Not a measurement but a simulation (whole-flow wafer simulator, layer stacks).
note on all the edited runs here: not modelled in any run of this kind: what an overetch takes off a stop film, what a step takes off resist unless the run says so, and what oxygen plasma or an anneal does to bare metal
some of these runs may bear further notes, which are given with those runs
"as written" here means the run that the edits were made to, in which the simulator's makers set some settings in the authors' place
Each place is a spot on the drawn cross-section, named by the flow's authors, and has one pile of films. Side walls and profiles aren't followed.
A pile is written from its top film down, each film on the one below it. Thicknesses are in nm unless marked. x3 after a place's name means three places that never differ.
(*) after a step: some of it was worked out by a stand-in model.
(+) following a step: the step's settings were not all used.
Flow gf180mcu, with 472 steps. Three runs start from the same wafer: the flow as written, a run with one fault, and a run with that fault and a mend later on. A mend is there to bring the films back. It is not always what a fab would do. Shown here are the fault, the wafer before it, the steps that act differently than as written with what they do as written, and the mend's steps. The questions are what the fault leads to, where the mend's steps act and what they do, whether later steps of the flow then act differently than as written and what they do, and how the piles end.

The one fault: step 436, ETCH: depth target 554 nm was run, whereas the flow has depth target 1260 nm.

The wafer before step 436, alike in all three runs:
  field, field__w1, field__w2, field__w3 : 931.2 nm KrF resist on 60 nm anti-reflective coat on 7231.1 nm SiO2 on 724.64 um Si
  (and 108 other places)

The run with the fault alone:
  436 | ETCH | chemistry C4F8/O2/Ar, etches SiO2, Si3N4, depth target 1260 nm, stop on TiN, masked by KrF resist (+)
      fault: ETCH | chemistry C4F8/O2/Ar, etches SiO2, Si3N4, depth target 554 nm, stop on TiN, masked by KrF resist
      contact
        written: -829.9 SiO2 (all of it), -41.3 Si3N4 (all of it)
        fault: -554 SiO2
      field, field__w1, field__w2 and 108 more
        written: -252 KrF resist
        fault: -110.8 KrF resist
  Later steps of the flow acting differently than as written (1 more step, not shown, differs only slightly: by at most 2% or 0.5 nm, whichever is larger):
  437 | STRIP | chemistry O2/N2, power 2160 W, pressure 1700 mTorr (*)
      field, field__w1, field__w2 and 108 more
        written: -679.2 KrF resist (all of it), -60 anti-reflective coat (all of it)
        fault: -820.4 KrF resist (all of it), -60 anti-reflective coat (all of it)
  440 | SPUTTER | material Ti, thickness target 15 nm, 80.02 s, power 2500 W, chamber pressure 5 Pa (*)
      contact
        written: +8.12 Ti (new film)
        fault: +9.76 Ti (new film)
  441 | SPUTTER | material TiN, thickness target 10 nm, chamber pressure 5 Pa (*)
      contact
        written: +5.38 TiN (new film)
        fault: +6.47 TiN (new film)
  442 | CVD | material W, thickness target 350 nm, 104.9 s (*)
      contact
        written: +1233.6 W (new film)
        fault: +913.2 W (new film)
  By the end, the piles at contact depart from the flow's by more than 2% or 0.5 nm, whichever is larger.
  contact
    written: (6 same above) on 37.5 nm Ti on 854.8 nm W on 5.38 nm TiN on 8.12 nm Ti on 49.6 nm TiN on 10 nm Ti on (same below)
    fault: (6 same above) on 37.5 nm Ti on 534.4 nm W on 6.47 nm TiN on 9.76 nm Ti on 275.9 nm SiO2 on 41.3 nm Si3N4 on 50 nm TiN on 10 nm Ti on (same below)

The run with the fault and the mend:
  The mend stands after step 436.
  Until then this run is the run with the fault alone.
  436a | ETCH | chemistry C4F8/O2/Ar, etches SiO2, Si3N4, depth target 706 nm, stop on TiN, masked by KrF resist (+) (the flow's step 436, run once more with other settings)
      field, field__w1, field__w2 and 108 more
        -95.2 KrF resist
      contact
        -275.9 SiO2 (all of it), -41.3 Si3N4 (all of it)
  Later steps of the flow acting differently than as written:
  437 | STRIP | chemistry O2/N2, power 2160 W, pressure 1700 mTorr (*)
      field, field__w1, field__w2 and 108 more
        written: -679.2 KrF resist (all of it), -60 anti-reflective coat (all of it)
        mend: -725.2 KrF resist (all of it), -60 anti-reflective coat (all of it)
  The piles end the same as the flow's at every place that both follow.
